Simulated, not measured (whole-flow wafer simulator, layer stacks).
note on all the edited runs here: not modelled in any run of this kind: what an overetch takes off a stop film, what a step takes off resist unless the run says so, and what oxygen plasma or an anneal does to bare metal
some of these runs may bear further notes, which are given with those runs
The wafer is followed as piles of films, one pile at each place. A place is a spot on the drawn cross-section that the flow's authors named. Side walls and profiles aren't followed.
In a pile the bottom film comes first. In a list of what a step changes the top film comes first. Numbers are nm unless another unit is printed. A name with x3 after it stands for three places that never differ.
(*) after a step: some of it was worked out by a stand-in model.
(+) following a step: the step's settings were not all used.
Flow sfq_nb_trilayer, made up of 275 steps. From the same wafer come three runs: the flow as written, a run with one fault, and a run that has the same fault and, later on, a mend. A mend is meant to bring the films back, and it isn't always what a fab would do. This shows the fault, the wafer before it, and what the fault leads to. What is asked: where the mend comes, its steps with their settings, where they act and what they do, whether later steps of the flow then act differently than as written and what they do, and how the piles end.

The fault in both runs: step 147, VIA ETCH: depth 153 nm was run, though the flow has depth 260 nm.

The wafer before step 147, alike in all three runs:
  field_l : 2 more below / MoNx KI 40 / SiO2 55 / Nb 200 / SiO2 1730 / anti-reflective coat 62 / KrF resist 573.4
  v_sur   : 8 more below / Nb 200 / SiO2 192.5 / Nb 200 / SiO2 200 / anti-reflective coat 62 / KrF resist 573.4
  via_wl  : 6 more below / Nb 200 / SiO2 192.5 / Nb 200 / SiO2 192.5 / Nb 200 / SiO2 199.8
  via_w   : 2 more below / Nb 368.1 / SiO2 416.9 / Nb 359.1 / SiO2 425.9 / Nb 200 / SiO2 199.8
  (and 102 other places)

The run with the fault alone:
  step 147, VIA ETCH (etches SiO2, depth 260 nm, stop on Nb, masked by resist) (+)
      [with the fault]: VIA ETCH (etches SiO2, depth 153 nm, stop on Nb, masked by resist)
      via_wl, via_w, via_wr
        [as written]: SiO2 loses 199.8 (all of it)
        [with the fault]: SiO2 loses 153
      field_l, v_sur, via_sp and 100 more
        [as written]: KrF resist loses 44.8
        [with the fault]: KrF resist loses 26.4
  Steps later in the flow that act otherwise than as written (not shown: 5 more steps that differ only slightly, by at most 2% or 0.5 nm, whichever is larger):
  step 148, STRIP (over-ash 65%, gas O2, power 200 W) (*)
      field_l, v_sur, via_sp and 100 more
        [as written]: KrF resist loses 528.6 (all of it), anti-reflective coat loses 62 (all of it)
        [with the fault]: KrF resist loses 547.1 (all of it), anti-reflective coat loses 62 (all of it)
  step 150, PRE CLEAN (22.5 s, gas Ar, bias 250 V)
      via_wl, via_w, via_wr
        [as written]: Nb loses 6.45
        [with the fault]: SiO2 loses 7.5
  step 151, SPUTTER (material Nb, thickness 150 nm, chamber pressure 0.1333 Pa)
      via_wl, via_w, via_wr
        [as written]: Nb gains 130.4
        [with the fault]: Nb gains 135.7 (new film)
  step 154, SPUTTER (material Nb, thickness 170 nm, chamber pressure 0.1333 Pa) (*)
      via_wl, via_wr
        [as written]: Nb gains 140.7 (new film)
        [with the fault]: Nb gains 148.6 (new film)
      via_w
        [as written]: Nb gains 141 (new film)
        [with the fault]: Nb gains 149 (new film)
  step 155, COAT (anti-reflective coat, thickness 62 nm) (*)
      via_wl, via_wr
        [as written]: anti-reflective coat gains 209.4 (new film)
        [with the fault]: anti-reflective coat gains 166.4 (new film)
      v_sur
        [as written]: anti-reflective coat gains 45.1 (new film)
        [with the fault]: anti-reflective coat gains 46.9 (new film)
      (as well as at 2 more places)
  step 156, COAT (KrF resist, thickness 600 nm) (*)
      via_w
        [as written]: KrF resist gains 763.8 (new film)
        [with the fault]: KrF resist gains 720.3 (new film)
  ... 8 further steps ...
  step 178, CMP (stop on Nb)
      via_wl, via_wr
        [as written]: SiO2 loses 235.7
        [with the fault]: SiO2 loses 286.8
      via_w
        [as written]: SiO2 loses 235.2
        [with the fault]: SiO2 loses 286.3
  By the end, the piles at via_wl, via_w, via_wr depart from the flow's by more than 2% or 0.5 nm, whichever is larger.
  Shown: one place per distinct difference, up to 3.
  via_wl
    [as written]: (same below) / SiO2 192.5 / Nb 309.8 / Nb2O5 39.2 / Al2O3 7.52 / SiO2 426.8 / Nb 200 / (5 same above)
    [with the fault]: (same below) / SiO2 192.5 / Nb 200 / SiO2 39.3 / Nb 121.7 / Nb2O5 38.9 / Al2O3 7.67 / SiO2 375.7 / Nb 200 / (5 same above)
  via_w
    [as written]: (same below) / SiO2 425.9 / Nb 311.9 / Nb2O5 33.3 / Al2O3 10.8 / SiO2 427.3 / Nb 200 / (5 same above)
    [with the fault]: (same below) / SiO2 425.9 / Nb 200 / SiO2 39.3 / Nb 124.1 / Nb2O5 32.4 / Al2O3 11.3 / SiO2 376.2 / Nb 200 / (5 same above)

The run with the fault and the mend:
  The mend follows step 148.
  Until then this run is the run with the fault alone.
  step 148a, COAT (anti-reflective coat, thickness 62 nm) (*) (a further turn of the flow's step 140)
      p4_fl x3, p4_w1 x9, p4_g1 x2 and 63 more
        anti-reflective coat gains 62 (new film)
      sp_r, be_r, r_sur, res, r_end, moat, field_r, lsp_l
        anti-reflective coat gains 61.7 (new film)
      ln_m5, lsp_m, ln_m6, lsp_r, l0_sur, l0v
        anti-reflective coat gains 61.8 (new film)
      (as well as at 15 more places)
  step 148b, COAT (KrF resist, thickness 650 nm) (*) (a further turn of the flow's step 141)
      p4_fl x3, p4_w1 x9, p4_g1 x2 and 63 more
        KrF resist gains 650 (new film)
      lsp_l, ln_m5, lsp_m, ln_m6, lsp_r, l0_sur
        KrF resist gains 649.5 (new film)
      res, r_end, moat, field_r, l0v
        KrF resist gains 649.4 (new film)
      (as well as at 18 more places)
  step 148c, SOFTBAKE (KrF resist) (a further turn of the flow's step 142)
      alters no film at any place that is followed
  step 148d, EXPOSE (photomask I4, dose 11.93 mJ/cm2, NA 0.6, wavelength 248 nm) (*) (a further turn of the flow's step 143)
      alters no film at any place that is followed
  step 148e, PEB (KrF resist, 90 s) (a further turn of the flow's step 144)
      ce_l, c5j, ce_r and 91 more
        KrF resist loses 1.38
      v_sur, via_v, wire, be, be_sur, gap, jj_sur
        KrF resist loses 1.37
      field_l, via_sp
        KrF resist loses 1.36
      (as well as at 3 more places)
  step 148f, DEVELOP (KrF resist, thickness 650 nm, 60 s) (a further turn of the flow's step 145)
      field_l, v_sur, via_sp and 100 more
        KrF resist loses 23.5
      via_wl
        KrF resist loses 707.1 (all of it)
      via_w
        KrF resist loses 750.4 (all of it)
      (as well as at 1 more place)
  step 148g, VIA ETCH (etches anti-reflective coat, depth 125 nm, masked by resist) (+) (a further turn of the flow's step 146)
      field_l, v_sur, via_sp and 100 more
        KrF resist loses 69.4
      via_wl, via_wr
        anti-reflective coat loses 125
      via_w
        anti-reflective coat loses 81.7 (all of it), SiO2 loses 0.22
  step 148h, VIA ETCH (etches SiO2, depth 107 nm, stop on Nb, masked by resist) (*) (+) (a further turn of the flow's step 147, with different settings)
      field_l, v_sur, via_sp and 100 more
        KrF resist loses 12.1
      via_wl, via_wr
        anti-reflective coat loses 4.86 (all of it), SiO2 loses 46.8 (all of it)
      via_w
        SiO2 loses 46.6 (all of it)
  step 148i, STRIP (over-ash 65%, gas O2, power 200 W) (*) (a further turn of the flow's step 148)
      p4_fl x3, p4_w1 x9, p4_g1 x2 and 63 more
        KrF resist loses 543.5 (all of it), anti-reflective coat loses 62 (all of it)
      ln_m5, lsp_m, ln_m6, lsp_r, l0_sur
        KrF resist loses 543 (all of it), anti-reflective coat loses 61.8 (all of it)
      r_sur, res, r_end
        KrF resist loses 542.9 (all of it), anti-reflective coat loses 61.7 (all of it)
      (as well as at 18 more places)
  Every later step of the flow that is run acts as written, at every place that is followed, to within 2% or 0.5 nm, whichever is larger.
  By the end, the piles equal the flow's at every place that both follow.
